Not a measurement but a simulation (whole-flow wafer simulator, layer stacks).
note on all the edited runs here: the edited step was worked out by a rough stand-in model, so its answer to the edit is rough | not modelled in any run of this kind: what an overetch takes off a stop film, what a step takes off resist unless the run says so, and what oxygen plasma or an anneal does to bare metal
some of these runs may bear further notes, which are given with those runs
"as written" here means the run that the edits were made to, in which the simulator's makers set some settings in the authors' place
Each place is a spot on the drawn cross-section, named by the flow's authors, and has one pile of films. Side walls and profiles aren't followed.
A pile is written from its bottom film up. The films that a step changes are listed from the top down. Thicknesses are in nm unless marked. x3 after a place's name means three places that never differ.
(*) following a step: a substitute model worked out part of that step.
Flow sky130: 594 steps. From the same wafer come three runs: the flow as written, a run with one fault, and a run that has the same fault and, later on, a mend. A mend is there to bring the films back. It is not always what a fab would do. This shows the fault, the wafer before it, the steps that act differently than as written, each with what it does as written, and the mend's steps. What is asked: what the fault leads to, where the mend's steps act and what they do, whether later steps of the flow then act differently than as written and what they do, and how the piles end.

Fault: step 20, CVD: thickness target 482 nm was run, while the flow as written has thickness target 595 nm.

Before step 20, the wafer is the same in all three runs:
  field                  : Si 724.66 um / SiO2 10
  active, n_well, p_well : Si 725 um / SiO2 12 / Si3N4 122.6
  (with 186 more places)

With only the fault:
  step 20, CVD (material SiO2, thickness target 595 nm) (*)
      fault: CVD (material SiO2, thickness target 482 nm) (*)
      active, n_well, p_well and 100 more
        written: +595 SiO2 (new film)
        fault: +482 SiO2 (new film)
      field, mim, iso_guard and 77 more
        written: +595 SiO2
        fault: +482 SiO2
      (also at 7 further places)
  Later steps of the flow acting differently than as written (112 more steps, not shown, differ only slightly: by at most 2% or 0.5 nm, whichever is larger):
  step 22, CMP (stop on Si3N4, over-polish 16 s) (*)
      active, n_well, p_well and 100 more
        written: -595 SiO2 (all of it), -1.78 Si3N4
        fault: -482 SiO2 (all of it), -1.78 Si3N4
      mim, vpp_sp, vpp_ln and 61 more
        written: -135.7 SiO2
        fault: -22.7 SiO2
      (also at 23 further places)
  The piles end only slightly different from the flow's at the places that both follow, by no more than 2% or 0.5 nm, whichever is larger.

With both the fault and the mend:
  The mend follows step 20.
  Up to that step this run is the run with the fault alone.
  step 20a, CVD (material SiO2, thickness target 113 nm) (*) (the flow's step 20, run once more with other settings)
      field, active, n_well and 187 more
        +113 SiO2
  Later steps of the flow that are run all act as written at every place that is followed.
  By the end, the piles equal the flow's at every place that both follow.
